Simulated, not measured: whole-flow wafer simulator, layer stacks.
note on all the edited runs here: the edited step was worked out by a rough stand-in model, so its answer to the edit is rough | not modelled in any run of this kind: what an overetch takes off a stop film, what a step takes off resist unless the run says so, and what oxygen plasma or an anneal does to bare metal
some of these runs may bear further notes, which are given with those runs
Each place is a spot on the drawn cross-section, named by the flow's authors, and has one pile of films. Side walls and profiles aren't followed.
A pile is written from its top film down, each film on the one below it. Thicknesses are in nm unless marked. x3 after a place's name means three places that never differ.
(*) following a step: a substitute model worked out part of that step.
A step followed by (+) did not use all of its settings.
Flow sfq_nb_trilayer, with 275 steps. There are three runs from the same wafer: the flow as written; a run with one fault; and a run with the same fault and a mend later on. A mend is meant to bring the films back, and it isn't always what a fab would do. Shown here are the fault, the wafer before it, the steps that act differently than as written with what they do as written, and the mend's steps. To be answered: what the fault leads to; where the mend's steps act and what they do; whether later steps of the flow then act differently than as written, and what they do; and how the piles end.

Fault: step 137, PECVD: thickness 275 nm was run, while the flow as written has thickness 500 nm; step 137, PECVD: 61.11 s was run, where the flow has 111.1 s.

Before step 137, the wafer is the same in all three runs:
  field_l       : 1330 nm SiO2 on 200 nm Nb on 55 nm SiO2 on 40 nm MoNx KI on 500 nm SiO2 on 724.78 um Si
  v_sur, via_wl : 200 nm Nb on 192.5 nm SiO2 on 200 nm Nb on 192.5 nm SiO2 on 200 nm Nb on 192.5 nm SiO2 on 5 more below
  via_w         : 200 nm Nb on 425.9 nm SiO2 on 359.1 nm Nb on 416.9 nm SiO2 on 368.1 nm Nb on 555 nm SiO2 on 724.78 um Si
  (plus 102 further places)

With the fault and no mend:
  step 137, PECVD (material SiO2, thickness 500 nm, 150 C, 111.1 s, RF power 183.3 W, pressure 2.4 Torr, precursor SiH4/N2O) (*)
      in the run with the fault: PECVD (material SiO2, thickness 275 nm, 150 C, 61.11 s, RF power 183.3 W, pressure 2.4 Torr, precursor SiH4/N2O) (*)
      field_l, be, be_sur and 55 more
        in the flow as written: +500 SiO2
        in the run with the fault: +275 SiO2
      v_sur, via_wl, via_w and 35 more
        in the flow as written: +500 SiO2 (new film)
        in the run with the fault: +275 SiO2 (new film)
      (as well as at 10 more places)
  Steps later in the flow that act otherwise than as written (18 more steps, not shown, differ only slightly: by at most 2% or 0.5 nm, whichever is larger):
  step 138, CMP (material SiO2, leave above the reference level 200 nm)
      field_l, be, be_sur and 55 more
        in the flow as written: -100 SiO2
        in the run with the fault: nothing
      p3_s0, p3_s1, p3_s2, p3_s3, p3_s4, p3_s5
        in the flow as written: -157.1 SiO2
        in the run with the fault: nothing
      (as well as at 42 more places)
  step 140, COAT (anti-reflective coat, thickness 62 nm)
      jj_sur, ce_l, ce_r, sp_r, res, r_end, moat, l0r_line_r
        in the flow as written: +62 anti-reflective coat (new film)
        in the run with the fault: +64 anti-reflective coat (new film)
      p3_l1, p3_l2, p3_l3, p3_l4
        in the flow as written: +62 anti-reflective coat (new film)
        in the run with the fault: +47.6 anti-reflective coat (new film)
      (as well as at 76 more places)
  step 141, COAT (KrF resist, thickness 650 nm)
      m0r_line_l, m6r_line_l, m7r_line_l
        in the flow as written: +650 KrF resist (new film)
        in the run with the fault: +674.9 KrF resist (new film)
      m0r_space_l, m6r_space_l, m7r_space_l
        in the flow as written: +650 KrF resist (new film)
        in the run with the fault: +665.1 KrF resist (new film)
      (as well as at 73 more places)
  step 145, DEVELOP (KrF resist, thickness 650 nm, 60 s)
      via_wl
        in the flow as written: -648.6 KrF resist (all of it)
        in the run with the fault: -599 KrF resist (all of it)
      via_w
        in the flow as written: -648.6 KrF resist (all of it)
        in the run with the fault: -605 KrF resist (all of it)
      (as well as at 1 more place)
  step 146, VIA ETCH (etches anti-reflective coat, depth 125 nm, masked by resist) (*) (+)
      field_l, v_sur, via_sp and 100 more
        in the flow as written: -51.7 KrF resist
        in the run with the fault: -43.7 KrF resist
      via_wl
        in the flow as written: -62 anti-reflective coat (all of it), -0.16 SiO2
        in the run with the fault: -52.3 anti-reflective coat (all of it), -0.13 SiO2
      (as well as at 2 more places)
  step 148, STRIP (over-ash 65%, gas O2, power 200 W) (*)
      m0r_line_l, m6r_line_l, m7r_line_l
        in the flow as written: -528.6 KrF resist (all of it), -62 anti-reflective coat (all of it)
        in the run with the fault: -561.5 KrF resist (all of it), -62.9 anti-reflective coat (all of it)
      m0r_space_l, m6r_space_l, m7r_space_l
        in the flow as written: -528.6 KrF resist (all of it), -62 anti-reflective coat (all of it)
        in the run with the fault: -551.7 KrF resist (all of it), -78.4 anti-reflective coat (all of it)
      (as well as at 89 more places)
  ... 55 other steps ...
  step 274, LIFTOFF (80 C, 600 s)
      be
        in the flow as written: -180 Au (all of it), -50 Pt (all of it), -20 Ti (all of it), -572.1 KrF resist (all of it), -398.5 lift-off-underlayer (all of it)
        in the run with the fault: -180 Au (all of it), -50 Pt (all of it), -20 Ti (all of it), -613 KrF resist (all of it), -711.9 lift-off-underlayer (all of it)
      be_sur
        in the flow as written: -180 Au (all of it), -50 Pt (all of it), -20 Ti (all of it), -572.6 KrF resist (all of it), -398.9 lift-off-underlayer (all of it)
        in the run with the fault: -180 Au (all of it), -50 Pt (all of it), -20 Ti (all of it), -587 KrF resist (all of it), -366.8 lift-off-underlayer (all of it)
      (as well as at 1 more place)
  At via_v, be, be_sur and 38 more, the piles at the end differ from the flow's by more than 2% or 0.5 nm, whichever is larger.
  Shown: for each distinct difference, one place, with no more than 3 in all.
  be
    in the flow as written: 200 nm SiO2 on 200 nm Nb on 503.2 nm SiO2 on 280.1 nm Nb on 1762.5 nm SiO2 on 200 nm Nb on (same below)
    in the run with the fault: 315 nm SiO2 on 120.4 nm Nb on 210 nm SiO2 on 126.8 nm Nb on 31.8 nm Nb2O5 on 128.9 nm Nb on 1637.5 nm SiO2 on 200 nm Nb on (same below)
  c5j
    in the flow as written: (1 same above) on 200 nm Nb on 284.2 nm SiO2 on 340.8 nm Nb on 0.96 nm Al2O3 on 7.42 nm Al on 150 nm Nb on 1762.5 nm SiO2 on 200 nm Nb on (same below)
    in the run with the fault: (1 same above) on 200 nm Nb on 293.3 nm SiO2 on 183.3 nm Nb on 103.4 nm SiO2 on 170 nm Nb on 0.96 nm Al2O3 on 7.42 nm Al on 150 nm Nb on 1637.5 nm SiO2 on 200 nm Nb on (same below)
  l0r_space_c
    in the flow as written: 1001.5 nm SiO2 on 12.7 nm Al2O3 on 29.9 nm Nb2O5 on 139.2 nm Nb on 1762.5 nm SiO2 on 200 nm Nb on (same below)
    in the run with the fault: 1126.5 nm SiO2 on 12.7 nm Al2O3 on 29.9 nm Nb2O5 on 139.2 nm Nb on 1637.5 nm SiO2 on 200 nm Nb on (same below)

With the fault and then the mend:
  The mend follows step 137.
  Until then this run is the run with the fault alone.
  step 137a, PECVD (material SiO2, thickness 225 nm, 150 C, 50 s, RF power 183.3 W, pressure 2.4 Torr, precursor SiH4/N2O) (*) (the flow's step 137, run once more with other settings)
      field_l, v_sur, via_wl and 99 more
        +225 SiO2
      lsp_r, l0_sur, l0v
        +221.5 SiO2
      via_v
        +199.1 SiO2
  Steps later in the flow that act otherwise than as written:
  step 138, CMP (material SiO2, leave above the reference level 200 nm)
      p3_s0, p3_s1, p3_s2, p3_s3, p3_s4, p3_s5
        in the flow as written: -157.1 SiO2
        in the run with the mend: -100 SiO2
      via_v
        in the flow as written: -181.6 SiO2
        in the run with the mend: -0.87 SiO2
  By the end, the piles equal the flow's at every place that both follow.
